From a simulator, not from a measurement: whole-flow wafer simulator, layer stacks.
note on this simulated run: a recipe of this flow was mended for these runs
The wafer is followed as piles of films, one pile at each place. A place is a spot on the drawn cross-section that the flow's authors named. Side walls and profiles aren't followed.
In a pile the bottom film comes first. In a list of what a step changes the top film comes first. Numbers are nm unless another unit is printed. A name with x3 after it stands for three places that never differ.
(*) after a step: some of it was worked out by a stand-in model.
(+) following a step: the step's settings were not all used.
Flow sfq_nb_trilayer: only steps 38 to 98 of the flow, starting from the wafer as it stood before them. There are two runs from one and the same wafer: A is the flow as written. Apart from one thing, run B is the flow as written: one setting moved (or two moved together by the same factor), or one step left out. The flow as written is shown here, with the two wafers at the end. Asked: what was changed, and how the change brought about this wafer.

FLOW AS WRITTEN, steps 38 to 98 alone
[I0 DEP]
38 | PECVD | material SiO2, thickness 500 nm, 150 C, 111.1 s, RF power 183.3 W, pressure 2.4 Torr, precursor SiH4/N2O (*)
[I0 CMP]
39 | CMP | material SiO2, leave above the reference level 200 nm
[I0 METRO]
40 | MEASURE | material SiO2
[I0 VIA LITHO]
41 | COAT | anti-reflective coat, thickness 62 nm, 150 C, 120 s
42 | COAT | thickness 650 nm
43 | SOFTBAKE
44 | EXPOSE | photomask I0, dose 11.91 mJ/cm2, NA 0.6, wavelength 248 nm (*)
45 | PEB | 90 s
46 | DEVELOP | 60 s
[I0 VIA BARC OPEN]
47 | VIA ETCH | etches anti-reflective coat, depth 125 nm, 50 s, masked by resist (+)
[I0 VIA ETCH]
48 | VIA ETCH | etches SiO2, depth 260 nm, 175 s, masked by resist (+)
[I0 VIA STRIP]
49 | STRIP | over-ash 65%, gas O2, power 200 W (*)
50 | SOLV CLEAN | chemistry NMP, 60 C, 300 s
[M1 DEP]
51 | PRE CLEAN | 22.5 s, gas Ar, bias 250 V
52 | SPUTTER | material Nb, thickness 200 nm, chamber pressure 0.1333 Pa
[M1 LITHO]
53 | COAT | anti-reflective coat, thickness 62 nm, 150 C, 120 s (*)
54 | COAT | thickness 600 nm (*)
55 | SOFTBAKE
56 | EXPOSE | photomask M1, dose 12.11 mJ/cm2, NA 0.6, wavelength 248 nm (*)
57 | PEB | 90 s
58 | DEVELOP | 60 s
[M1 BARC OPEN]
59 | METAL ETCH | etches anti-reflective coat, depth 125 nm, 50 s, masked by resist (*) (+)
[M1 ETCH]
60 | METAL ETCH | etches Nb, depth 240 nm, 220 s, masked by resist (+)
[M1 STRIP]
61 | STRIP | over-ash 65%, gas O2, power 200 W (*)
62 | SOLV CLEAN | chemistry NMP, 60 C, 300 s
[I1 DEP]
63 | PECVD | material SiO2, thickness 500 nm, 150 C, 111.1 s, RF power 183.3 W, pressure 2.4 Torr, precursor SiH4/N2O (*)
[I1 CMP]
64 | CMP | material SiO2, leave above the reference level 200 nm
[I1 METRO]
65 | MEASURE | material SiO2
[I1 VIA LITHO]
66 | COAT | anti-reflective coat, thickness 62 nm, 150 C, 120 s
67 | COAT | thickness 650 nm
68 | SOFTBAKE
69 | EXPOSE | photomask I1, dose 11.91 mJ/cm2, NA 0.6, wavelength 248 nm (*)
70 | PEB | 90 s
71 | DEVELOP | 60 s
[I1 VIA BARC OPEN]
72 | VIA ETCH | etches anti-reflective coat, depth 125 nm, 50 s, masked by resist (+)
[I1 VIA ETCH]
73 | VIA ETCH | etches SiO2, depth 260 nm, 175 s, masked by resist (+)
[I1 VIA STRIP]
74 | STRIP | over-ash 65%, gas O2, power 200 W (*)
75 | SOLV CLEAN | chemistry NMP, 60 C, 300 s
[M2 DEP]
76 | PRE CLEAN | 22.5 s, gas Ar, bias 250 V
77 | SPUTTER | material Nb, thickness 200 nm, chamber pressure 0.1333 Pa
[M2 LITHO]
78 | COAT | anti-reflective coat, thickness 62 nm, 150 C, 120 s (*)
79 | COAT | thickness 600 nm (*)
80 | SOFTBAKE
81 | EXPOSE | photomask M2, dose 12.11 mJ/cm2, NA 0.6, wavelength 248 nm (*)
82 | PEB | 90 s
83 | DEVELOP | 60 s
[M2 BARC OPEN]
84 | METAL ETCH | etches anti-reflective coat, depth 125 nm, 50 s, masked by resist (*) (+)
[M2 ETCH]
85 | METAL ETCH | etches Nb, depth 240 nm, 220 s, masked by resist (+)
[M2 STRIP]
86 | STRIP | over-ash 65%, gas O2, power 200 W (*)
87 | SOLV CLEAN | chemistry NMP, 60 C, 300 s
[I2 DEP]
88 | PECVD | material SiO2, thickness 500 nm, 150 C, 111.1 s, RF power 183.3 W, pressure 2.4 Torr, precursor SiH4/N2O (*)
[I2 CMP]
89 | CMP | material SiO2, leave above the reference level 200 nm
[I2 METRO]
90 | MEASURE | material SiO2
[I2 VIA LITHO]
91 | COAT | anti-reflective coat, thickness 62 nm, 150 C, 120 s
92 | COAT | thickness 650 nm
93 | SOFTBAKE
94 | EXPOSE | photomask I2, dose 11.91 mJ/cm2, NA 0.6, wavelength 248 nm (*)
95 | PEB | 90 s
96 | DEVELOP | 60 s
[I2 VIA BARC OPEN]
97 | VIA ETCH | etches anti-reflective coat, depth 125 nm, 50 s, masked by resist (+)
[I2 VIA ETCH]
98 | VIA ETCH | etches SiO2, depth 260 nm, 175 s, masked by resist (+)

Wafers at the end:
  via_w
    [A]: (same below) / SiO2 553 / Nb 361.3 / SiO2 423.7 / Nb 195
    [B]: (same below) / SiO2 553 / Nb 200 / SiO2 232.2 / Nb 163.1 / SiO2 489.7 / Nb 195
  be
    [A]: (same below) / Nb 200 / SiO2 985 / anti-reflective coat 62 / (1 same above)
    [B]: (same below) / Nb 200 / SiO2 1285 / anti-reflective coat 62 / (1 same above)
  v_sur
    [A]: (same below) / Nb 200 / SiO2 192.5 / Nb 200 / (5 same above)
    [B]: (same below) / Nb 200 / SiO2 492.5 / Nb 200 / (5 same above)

The reason: step 39, CMP: material SiO2, leave above the reference level 200 nm, was omitted.

Step by step, how the change led to this:
  41 | COAT | anti-reflective coat, thickness 62 nm, 150 C, 120 s
      via_v, be, be_sur, gap: A anti-reflective coat gains 62 (new film) | B anti-reflective coat gains 63.7 (new film)
      l0r_line_l x3: A anti-reflective coat gains 62 (new film) | B anti-reflective coat gains 57.2 (new film)
      (as well as at 25 more places)
  42 | COAT | thickness 650 nm
      m0r_line_l, m0r_line_r: A KrF-resist-other-grade gains 650 (new film) | B KrF-resist-other-grade gains 605.4 (new film)
      m0r_space_l, m0r_space_r: A KrF-resist-other-grade gains 650 (new film) | B KrF-resist-other-grade gains 681.8 (new film)
      (as well as at 3 more places)
  47 | VIA ETCH | etches anti-reflective coat, depth 125 nm, 50 s, masked by resist (+)
      via_w: A anti-reflective coat loses 62 (all of it), SiO2 loses 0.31 | B anti-reflective coat loses 66.6 (all of it), SiO2 loses 0.29
  48 | VIA ETCH | etches SiO2, depth 260 nm, 175 s, masked by resist (+)
      via_w: A SiO2 loses 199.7 (all of it), Nb loses 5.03 | B SiO2 loses 260
  49 | STRIP | over-ash 65%, gas O2, power 200 W (*)
      l0r_line_l x3: A KrF-resist-other-grade loses 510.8 (all of it), anti-reflective coat loses 62 (all of it) | B KrF-resist-other-grade loses 509.8 (all of it), anti-reflective coat loses 57.2 (all of it)
      m0r_line_l, m0r_line_r: A KrF-resist-other-grade loses 510.8 (all of it), anti-reflective coat loses 62 (all of it) | B KrF-resist-other-grade loses 466.4 (all of it), anti-reflective coat loses 48 (all of it)
      (as well as at 26 more places)
  51 | PRE CLEAN | 22.5 s, gas Ar, bias 250 V
      via_w: A Nb loses 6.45 | B SiO2 loses 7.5
  52 | SPUTTER | material Nb, thickness 200 nm, chamber pressure 0.1333 Pa
      via_w: A Nb gains 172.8 | B Nb gains 163.1 (new film)
      moat: A Nb gains 200 (new film) | B Nb gains 177.8 (new film)
      (as well as at 1 more place)
  53 | COAT | anti-reflective coat, thickness 62 nm, 150 C, 120 s (*)
      l0r_line_l x3: A anti-reflective coat gains 62 (new film) | B anti-reflective coat gains 57.3 (new film)
      m0r_line_l, m0r_line_r: A anti-reflective coat gains 62 (new film) | B anti-reflective coat gains 48.1 (new film)
      (as well as at 27 more places)
  54 | COAT | thickness 600 nm (*)
      m0r_line_l, m0r_line_r: A KrF-resist-other-grade gains 600 (new film) | B KrF-resist-other-grade gains 556.2 (new film)
      m0r_space_l, m0r_space_r: A KrF-resist-other-grade gains 600 (new film) | B KrF-resist-other-grade gains 631.3 (new film)
      (as well as at 4 more places)
  58 | DEVELOP | 60 s
      m0r_line_l, m0r_line_r: A KrF-resist-other-grade loses 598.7 (all of it) | B KrF-resist-other-grade loses 555 (all of it)
      m0r_space_l, m0r_space_r: A KrF-resist-other-grade loses 598.7 (all of it) | B KrF-resist-other-grade loses 630 (all of it)
      (as well as at 3 more places)
  59 | METAL ETCH | etches anti-reflective coat, depth 125 nm, 50 s, masked by resist (*) (+)
      moat: A anti-reflective coat loses 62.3 (all of it) | B anti-reflective coat loses 125
      l0r_line_l x3: A anti-reflective coat loses 62 (all of it) | B anti-reflective coat loses 57.3 (all of it)
      (as well as at 22 more places)
  60 | METAL ETCH | etches Nb, depth 240 nm, 220 s, masked by resist (+)
      moat: A Nb loses 200 (all of it), SiO2 loses 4 | B anti-reflective coat loses 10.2 (all of it), Nb loses 177.8 (all of it), SiO2 loses 4.48
      l0v: A Nb loses 200 (all of it), SiO2 loses 4 | B Nb loses 194.6 (all of it), SiO2 loses 4.54
  61 | STRIP | over-ash 65%, gas O2, power 200 W (*)
      v_sur: A KrF-resist-other-grade loses 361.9 (all of it), anti-reflective coat loses 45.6 (all of it) | B KrF-resist-other-grade loses 360.4 (all of it), anti-reflective coat loses 61.6 (all of it)
      via_wl: A KrF-resist-other-grade loses 382.3 (all of it), anti-reflective coat loses 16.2 (all of it) | B KrF-resist-other-grade loses 384.8 (all of it), anti-reflective coat loses 23.2 (all of it)
      (as well as at 4 more places)
  63 | PECVD | material SiO2, thickness 500 nm, 150 C, 111.1 s, RF power 183.3 W, pressure 2.4 Torr, precursor SiH4/N2O (*)
      via_w: A SiO2 gains 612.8 (new film) | B SiO2 gains 678.9 (new film)
  64 | CMP | material SiO2, leave above the reference level 200 nm
      moat, m0r_space_l, m0r_space_r: A SiO2 loses 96 | B nothing
      field_l, l0r_line_l x3: A SiO2 loses 96 | B SiO2 loses 138
      (as well as at 2 more places)
  66 | COAT | anti-reflective coat, thickness 62 nm, 150 C, 120 s
      m0r_space_l, m0r_space_r: A anti-reflective coat gains 62 (new film) | B anti-reflective coat gains 95.9 (new film)
      res: A anti-reflective coat gains 62 (new film) | B anti-reflective coat gains 59.9 (new film)
      (as well as at 6 more places)
  ... 3 further steps ...
  89 | CMP | material SiO2, leave above the reference level 200 nm
      m0r_space_l, m0r_space_r: A SiO2 loses 96 | B SiO2 loses 49.1
      moat: A SiO2 loses 96 | B SiO2 loses 48.8
Taking metal films that touch as one body, via_w has 3 bodies (between them, from the top down: SiO2 489.7; SiO2 232.2); the flow as written gives 2 bodies (between them, from the top down: SiO2 423.7).
